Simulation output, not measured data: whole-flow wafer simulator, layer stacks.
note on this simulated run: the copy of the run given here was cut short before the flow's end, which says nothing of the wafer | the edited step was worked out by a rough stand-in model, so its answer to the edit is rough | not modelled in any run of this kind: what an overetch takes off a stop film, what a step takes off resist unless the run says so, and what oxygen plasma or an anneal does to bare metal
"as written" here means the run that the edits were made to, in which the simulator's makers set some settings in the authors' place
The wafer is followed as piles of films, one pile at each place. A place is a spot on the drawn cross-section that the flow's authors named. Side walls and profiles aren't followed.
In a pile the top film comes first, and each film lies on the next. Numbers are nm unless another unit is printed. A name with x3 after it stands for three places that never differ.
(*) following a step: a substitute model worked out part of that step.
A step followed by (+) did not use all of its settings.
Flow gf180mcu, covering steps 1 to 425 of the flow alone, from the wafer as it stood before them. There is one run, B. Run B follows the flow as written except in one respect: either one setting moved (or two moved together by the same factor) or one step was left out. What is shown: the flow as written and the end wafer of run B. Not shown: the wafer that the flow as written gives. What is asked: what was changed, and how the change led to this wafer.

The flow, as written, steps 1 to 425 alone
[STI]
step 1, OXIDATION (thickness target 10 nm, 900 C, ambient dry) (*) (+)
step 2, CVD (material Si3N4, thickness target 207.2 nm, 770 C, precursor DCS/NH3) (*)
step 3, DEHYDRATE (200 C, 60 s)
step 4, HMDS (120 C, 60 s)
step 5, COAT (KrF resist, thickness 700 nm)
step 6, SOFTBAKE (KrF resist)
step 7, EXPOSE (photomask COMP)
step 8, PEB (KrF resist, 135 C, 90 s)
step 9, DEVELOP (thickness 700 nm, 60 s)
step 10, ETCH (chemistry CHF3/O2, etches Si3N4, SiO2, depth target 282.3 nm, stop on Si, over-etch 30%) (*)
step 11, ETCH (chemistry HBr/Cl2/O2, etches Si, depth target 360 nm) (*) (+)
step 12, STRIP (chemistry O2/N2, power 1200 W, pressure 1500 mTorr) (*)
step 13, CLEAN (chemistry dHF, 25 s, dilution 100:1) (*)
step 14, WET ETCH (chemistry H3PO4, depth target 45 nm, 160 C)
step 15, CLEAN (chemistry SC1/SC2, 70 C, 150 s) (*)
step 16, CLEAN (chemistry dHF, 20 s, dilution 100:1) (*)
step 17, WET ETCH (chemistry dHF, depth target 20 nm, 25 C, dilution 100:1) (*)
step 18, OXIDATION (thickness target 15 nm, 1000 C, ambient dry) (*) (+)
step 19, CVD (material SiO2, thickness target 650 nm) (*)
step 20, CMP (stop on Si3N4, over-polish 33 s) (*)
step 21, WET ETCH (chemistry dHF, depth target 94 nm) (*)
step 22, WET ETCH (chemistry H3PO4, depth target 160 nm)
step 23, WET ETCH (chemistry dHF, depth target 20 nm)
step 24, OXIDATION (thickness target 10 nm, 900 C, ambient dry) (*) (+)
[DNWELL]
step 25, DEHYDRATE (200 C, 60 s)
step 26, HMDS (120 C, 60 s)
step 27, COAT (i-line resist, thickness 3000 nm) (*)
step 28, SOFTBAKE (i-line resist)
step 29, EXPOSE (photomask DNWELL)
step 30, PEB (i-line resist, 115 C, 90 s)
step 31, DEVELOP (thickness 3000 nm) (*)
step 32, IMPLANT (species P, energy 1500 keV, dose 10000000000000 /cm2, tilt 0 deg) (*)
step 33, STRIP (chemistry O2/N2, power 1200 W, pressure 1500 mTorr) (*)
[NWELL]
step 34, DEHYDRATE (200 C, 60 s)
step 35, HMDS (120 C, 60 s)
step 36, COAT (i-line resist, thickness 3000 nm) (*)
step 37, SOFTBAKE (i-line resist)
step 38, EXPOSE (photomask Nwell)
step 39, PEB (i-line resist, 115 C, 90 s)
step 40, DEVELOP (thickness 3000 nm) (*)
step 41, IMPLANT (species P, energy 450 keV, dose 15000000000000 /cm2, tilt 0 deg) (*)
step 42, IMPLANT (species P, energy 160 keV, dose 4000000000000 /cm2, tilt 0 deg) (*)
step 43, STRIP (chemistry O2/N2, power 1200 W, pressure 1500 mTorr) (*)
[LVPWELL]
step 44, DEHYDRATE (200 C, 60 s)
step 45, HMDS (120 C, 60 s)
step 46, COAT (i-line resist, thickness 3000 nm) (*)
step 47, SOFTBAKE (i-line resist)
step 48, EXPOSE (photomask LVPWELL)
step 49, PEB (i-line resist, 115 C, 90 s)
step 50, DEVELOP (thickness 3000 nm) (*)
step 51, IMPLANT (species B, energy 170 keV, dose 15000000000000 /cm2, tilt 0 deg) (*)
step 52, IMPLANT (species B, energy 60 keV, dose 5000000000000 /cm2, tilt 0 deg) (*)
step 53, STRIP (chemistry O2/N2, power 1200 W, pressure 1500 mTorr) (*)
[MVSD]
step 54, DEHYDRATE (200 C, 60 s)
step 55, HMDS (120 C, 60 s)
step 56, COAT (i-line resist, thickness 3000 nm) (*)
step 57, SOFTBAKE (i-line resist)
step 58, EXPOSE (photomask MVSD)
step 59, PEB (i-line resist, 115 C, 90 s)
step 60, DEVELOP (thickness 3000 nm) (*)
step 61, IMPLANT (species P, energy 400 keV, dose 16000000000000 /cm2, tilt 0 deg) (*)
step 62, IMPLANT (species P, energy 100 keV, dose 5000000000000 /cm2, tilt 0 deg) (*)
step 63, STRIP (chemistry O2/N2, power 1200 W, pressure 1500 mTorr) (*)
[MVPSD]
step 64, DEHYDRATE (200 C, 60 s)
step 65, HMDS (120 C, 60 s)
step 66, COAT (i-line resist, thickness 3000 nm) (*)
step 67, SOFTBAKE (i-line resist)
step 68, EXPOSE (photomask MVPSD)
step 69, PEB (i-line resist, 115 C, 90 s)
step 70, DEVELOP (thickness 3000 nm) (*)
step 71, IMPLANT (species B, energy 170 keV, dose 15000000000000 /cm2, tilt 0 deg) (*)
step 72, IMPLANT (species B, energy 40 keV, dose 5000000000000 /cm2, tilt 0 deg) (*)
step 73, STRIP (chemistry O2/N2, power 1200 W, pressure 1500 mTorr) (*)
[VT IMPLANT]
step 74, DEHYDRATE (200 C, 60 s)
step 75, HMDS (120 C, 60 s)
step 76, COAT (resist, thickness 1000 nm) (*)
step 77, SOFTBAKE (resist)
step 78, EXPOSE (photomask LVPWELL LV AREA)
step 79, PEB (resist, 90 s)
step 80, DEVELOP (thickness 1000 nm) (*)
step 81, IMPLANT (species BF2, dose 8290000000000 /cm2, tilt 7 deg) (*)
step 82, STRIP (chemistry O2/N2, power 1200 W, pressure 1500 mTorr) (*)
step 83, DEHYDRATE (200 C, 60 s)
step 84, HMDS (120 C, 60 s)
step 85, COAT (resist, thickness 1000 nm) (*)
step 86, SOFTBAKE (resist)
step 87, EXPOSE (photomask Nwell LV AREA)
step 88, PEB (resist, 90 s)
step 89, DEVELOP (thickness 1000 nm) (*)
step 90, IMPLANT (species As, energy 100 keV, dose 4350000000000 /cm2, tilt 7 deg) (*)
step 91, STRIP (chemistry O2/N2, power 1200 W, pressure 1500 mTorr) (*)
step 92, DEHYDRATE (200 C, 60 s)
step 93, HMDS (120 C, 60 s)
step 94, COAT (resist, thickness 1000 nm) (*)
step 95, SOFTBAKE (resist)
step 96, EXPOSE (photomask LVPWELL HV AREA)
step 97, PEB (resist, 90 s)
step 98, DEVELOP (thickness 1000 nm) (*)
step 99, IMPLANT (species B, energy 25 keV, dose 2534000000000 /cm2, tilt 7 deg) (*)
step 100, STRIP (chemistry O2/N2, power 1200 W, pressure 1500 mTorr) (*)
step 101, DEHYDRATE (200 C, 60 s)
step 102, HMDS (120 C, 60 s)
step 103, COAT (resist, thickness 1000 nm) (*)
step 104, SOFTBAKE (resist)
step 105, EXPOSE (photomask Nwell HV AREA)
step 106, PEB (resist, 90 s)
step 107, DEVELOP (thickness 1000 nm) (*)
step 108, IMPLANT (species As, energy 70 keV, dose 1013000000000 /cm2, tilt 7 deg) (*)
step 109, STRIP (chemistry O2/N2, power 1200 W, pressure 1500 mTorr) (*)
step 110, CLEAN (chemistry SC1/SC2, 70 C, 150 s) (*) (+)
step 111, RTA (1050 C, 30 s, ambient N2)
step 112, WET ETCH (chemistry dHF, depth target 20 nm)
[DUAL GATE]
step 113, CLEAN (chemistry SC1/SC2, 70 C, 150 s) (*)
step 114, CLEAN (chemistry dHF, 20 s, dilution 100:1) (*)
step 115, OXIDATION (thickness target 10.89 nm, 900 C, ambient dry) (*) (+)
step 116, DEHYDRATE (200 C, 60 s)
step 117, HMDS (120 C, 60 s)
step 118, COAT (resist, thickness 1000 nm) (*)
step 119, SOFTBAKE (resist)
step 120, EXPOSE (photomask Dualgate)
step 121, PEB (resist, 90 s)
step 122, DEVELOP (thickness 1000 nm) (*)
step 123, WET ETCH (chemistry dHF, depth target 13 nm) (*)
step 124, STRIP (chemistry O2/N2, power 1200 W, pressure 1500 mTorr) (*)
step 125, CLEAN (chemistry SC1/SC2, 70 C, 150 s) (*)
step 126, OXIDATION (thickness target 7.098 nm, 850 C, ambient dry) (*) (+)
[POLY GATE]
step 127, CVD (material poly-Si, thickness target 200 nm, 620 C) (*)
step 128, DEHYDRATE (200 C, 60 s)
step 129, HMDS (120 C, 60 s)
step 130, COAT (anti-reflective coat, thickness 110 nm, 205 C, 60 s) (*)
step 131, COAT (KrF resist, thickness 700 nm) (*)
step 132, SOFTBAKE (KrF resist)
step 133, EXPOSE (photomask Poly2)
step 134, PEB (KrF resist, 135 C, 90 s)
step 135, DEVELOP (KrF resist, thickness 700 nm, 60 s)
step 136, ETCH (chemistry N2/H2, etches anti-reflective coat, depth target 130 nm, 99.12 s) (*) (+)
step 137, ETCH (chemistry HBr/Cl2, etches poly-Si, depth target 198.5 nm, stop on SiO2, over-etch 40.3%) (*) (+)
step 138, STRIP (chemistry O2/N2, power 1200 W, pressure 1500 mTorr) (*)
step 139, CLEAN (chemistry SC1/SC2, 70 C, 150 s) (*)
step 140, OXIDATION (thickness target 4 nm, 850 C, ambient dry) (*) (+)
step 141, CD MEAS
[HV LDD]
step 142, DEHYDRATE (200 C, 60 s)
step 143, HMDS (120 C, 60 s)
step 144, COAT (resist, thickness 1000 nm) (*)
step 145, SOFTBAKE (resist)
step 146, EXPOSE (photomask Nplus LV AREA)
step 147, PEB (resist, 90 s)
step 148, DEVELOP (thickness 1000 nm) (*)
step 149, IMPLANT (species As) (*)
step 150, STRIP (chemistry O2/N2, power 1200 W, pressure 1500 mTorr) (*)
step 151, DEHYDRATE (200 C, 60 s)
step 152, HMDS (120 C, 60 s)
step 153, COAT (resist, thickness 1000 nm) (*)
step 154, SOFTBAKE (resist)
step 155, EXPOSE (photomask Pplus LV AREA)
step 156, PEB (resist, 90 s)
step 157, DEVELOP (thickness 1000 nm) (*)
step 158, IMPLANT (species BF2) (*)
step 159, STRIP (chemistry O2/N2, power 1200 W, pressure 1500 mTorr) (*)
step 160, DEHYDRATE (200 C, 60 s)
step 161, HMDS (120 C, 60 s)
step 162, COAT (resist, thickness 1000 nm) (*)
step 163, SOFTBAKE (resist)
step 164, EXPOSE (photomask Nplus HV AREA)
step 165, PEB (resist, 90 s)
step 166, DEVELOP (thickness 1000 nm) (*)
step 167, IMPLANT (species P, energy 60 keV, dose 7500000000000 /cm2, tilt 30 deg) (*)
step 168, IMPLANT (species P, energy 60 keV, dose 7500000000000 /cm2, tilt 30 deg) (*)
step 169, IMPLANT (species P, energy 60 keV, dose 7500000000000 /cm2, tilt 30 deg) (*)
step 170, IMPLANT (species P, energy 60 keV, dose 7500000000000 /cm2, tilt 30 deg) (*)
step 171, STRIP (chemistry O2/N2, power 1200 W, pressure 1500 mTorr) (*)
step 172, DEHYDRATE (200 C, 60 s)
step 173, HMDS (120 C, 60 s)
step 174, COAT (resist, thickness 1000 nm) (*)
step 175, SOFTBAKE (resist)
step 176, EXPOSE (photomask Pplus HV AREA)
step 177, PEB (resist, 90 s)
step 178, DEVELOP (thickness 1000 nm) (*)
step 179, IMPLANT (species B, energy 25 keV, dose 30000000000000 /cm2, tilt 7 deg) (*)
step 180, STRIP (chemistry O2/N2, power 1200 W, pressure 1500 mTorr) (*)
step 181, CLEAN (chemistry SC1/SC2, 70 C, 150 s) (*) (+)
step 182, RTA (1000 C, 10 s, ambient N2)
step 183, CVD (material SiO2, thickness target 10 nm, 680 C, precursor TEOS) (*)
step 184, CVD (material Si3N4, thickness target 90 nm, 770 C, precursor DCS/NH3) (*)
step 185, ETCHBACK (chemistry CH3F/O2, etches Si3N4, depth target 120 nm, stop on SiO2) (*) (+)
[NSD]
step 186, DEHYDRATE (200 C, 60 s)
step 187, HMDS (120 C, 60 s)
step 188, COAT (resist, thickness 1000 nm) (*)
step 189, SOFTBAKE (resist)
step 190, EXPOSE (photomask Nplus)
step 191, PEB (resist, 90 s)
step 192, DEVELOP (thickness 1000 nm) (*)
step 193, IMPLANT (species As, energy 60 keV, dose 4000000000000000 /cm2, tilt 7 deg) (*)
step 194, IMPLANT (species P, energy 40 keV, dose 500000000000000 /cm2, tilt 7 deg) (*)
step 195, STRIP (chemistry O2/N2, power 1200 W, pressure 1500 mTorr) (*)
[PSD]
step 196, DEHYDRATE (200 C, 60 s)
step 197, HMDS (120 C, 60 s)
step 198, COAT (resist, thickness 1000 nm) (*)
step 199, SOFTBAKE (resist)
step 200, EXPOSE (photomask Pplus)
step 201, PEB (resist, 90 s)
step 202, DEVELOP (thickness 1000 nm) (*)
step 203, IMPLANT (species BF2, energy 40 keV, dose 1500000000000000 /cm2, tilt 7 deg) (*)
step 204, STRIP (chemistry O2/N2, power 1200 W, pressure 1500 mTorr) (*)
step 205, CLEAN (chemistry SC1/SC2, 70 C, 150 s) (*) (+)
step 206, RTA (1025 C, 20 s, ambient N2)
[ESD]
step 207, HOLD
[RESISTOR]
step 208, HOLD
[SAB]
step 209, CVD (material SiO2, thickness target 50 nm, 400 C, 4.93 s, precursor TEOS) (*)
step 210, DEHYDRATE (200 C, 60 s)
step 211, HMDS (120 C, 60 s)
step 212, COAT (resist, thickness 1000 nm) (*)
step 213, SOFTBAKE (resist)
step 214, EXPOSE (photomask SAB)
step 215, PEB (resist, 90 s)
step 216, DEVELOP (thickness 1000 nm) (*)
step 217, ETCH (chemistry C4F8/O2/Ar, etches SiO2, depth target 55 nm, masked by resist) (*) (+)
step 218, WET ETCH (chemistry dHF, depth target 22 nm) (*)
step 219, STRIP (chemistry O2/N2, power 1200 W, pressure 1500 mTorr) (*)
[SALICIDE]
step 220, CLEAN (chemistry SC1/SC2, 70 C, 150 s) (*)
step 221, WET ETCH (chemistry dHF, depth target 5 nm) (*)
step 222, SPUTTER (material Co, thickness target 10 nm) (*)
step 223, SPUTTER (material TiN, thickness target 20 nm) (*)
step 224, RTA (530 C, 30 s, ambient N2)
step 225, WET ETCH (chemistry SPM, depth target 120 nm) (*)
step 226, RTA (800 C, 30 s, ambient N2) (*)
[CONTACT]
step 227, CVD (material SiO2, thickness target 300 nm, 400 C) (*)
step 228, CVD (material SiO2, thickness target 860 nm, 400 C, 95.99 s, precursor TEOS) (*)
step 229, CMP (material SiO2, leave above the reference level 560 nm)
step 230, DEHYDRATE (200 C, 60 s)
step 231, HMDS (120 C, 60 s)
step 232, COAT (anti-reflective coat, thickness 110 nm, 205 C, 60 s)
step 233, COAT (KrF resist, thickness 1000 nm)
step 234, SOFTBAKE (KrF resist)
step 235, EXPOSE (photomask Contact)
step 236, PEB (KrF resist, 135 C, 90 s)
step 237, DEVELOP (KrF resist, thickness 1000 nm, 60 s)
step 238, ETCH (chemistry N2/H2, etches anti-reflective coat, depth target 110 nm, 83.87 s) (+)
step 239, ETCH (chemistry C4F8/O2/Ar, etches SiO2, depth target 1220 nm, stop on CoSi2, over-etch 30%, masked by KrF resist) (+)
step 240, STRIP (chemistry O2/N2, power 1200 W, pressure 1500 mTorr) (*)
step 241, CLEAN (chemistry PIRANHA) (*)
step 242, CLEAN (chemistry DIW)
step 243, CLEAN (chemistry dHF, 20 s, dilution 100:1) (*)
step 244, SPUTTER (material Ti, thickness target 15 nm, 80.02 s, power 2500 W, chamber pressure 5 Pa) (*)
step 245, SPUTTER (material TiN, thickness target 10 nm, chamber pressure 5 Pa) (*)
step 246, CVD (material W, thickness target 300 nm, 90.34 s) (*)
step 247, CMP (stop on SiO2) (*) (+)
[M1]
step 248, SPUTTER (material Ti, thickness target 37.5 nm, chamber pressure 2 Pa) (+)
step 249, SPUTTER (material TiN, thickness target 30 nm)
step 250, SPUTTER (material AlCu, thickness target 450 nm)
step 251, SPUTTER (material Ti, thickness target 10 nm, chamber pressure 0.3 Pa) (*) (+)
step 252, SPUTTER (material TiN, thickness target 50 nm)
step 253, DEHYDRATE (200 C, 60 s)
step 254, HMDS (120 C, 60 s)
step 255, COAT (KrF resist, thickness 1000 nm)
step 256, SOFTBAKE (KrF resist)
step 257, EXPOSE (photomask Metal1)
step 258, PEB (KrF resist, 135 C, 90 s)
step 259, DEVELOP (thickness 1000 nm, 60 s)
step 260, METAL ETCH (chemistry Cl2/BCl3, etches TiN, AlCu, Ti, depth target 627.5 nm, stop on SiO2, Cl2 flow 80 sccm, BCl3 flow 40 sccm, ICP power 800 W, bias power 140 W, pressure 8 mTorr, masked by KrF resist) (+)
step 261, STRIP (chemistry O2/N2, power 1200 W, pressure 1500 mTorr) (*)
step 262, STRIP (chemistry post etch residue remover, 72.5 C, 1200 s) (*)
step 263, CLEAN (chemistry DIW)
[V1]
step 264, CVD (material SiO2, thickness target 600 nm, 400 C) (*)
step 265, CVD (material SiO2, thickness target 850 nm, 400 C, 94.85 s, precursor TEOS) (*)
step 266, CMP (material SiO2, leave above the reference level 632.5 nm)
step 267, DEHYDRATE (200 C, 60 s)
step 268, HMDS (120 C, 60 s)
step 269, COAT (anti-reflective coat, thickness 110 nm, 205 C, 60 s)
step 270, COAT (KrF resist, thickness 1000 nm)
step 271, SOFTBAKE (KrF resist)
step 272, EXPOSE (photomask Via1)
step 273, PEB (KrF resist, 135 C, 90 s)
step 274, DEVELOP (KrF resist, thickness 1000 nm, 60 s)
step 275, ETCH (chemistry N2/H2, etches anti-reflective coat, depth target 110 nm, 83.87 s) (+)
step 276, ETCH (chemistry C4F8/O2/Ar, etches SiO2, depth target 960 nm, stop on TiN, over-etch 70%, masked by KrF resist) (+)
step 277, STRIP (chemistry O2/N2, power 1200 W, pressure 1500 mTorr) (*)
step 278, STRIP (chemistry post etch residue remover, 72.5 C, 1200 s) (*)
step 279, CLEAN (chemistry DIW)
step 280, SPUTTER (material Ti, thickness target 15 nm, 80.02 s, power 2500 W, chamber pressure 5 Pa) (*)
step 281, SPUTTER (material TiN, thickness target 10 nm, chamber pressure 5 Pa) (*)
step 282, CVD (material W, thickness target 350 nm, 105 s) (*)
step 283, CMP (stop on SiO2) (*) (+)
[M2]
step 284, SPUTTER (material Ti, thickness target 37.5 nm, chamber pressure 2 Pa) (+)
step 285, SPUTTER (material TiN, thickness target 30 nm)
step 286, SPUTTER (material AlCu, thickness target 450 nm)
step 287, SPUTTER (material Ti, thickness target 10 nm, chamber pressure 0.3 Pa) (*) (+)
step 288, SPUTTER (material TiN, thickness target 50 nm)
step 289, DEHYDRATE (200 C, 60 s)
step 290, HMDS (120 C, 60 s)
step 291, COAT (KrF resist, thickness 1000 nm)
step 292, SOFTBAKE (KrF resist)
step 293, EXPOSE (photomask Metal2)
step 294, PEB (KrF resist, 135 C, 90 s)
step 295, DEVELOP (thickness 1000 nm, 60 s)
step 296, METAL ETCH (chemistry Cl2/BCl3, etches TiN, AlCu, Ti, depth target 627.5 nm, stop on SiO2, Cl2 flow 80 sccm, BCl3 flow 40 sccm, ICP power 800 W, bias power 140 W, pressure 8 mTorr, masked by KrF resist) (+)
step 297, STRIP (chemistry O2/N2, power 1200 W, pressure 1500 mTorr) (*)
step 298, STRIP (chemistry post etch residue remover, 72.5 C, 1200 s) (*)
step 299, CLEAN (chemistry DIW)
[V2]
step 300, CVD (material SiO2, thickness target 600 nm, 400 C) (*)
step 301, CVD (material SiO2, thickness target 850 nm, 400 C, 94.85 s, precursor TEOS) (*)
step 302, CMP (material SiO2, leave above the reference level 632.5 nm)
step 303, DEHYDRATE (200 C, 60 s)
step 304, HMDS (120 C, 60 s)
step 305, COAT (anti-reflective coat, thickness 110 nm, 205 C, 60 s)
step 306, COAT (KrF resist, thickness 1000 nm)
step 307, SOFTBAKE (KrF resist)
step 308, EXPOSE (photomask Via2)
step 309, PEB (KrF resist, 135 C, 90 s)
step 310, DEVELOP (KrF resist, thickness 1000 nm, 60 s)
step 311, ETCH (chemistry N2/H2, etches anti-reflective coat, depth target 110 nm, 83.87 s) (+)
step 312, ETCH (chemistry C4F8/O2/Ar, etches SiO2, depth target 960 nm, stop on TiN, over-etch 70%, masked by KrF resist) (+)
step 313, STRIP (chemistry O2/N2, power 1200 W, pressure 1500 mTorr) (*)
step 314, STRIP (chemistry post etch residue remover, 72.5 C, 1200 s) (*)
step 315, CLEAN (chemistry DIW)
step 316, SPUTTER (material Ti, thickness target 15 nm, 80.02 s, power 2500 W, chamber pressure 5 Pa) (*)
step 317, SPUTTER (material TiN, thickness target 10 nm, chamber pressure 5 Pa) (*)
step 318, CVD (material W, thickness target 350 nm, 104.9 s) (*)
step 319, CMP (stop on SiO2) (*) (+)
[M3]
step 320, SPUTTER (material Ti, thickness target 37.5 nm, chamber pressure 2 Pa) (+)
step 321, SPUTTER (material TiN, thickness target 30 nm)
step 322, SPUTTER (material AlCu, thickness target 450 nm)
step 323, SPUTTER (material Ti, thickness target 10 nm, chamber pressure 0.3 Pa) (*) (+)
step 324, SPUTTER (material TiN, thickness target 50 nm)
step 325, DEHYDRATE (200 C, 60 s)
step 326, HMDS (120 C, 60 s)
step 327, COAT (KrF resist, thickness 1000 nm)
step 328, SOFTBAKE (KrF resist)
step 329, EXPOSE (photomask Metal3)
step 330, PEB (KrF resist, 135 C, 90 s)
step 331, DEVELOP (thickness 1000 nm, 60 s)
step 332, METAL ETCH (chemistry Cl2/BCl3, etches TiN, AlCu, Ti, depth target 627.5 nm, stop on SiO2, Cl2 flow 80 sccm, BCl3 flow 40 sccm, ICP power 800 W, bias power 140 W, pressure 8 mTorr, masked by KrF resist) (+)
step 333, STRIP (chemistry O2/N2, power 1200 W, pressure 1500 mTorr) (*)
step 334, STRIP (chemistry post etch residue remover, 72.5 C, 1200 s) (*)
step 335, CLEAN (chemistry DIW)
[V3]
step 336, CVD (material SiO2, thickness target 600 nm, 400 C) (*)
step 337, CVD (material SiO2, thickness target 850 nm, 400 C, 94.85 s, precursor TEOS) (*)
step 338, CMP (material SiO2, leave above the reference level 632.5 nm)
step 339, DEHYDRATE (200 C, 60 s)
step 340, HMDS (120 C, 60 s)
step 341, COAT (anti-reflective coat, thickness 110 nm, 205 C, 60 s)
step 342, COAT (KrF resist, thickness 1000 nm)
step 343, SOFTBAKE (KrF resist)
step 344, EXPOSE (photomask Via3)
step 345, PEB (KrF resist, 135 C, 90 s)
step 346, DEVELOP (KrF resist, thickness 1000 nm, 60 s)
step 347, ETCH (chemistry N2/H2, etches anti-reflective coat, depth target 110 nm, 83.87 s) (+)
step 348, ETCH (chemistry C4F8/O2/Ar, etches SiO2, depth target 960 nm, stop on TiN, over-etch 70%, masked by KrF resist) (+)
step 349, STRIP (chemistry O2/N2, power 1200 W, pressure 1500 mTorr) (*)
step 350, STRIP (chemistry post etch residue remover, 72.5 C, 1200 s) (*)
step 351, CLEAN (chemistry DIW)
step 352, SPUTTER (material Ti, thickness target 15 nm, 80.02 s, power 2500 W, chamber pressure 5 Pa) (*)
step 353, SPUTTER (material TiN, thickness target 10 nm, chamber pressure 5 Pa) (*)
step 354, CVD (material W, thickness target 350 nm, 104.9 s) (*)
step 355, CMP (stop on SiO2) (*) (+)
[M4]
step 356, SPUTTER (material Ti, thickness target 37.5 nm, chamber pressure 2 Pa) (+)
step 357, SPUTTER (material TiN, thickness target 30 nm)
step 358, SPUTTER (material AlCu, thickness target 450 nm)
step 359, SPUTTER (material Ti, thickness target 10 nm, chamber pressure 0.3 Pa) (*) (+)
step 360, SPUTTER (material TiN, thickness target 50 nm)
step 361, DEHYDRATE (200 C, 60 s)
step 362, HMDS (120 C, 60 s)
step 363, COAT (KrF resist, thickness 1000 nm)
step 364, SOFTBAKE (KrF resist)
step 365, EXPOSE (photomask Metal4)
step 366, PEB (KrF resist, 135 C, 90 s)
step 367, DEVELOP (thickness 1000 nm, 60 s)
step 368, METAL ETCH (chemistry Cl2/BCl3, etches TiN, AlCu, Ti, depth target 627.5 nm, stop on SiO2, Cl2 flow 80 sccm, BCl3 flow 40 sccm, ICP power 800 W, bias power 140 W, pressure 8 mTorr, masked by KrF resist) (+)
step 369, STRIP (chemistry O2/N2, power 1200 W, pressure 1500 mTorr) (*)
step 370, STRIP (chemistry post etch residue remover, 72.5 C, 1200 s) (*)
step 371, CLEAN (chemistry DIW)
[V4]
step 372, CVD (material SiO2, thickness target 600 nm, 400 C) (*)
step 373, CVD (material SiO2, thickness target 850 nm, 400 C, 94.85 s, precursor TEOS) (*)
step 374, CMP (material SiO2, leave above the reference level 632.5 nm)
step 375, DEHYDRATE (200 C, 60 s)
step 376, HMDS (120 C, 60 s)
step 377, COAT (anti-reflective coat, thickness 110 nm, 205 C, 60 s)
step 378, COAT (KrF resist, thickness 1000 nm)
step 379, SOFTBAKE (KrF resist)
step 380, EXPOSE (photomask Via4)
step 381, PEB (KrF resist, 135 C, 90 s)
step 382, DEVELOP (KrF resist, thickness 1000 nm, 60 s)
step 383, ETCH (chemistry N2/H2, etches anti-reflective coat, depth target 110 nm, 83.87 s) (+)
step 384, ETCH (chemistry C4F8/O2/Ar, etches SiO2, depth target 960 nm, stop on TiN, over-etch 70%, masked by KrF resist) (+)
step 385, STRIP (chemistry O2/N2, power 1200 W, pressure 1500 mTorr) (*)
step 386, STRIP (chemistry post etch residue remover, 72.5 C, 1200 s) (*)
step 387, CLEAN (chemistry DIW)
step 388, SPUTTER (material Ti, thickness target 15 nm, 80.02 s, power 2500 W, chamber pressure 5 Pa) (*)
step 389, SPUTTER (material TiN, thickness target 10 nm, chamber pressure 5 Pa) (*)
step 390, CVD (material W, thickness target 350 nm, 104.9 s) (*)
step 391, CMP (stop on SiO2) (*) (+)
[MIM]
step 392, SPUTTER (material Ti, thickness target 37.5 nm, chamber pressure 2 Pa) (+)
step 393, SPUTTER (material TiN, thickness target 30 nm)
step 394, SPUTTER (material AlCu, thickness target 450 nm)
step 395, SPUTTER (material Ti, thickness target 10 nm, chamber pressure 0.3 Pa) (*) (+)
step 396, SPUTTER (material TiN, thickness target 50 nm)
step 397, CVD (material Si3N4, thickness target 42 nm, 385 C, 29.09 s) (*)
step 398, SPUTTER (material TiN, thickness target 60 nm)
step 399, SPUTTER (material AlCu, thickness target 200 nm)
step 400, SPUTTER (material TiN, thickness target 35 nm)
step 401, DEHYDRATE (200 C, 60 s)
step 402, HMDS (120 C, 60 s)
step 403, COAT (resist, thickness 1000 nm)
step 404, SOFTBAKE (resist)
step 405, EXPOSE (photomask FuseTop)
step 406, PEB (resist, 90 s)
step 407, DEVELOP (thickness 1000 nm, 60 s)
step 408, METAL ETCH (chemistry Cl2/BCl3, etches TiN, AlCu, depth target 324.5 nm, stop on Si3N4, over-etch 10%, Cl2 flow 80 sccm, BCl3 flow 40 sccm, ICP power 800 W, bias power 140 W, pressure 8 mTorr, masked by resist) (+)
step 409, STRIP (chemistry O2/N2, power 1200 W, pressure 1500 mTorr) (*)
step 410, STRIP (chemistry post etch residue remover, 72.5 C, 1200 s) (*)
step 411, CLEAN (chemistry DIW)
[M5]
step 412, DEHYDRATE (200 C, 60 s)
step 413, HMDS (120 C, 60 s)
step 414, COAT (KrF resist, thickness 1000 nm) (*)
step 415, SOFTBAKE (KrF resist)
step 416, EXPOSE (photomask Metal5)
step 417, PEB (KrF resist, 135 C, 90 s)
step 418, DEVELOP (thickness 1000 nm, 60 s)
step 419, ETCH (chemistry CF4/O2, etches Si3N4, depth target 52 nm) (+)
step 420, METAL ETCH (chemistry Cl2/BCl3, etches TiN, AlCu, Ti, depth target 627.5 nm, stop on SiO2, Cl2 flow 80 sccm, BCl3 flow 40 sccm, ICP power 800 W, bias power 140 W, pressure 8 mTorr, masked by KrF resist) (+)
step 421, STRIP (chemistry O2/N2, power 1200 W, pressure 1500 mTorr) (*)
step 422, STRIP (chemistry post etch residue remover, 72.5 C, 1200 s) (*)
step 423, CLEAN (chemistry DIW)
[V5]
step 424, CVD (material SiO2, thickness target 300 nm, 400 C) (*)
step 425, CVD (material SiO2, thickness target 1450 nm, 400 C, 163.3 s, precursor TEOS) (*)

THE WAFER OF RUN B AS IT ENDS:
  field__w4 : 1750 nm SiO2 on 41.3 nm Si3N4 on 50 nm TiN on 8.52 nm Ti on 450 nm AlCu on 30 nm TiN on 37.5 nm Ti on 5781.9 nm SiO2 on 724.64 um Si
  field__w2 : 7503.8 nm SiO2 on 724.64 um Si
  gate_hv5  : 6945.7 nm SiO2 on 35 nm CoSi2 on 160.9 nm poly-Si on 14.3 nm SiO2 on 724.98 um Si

The reason: step 395, SPUTTER: thickness target 8.52 nm was run, while the flow as written has thickness target 10 nm.
The wafer lets one read it off: field__w4 has Ti 8.52, and step 395 as written asks for 10 nm.

Step by step, how the change led to this:
  step 395, SPUTTER (material Ti, thickness target 10 nm, chamber pressure 0.3 Pa) (*) (+)
      field, field__w1, field__w2 and 108 more: Ti gains 8.52 (new film) (in the flow as written it would be: Ti gains 10 (new film))
  step 420, METAL ETCH (chemistry Cl2/BCl3, etches TiN, AlCu, Ti, depth target 627.5 nm, stop on SiO2, Cl2 flow 80 sccm, BCl3 flow 40 sccm, ICP power 800 W, bias power 140 W, pressure 8 mTorr, masked by KrF resist) (+)
      field, field__w1, field__w2 and 101 more: TiN loses 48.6 (all of it), Ti loses 8.52 (all of it), AlCu loses 450 (all of it), TiN loses 30 (all of it), Ti loses 37.5 (all of it) (in the flow as written it would be: TiN loses 48.6 (all of it), Ti loses 10 (all of it), AlCu loses 450 (all of it), TiN loses 30 (all of it), Ti loses 37.5 (all of it))
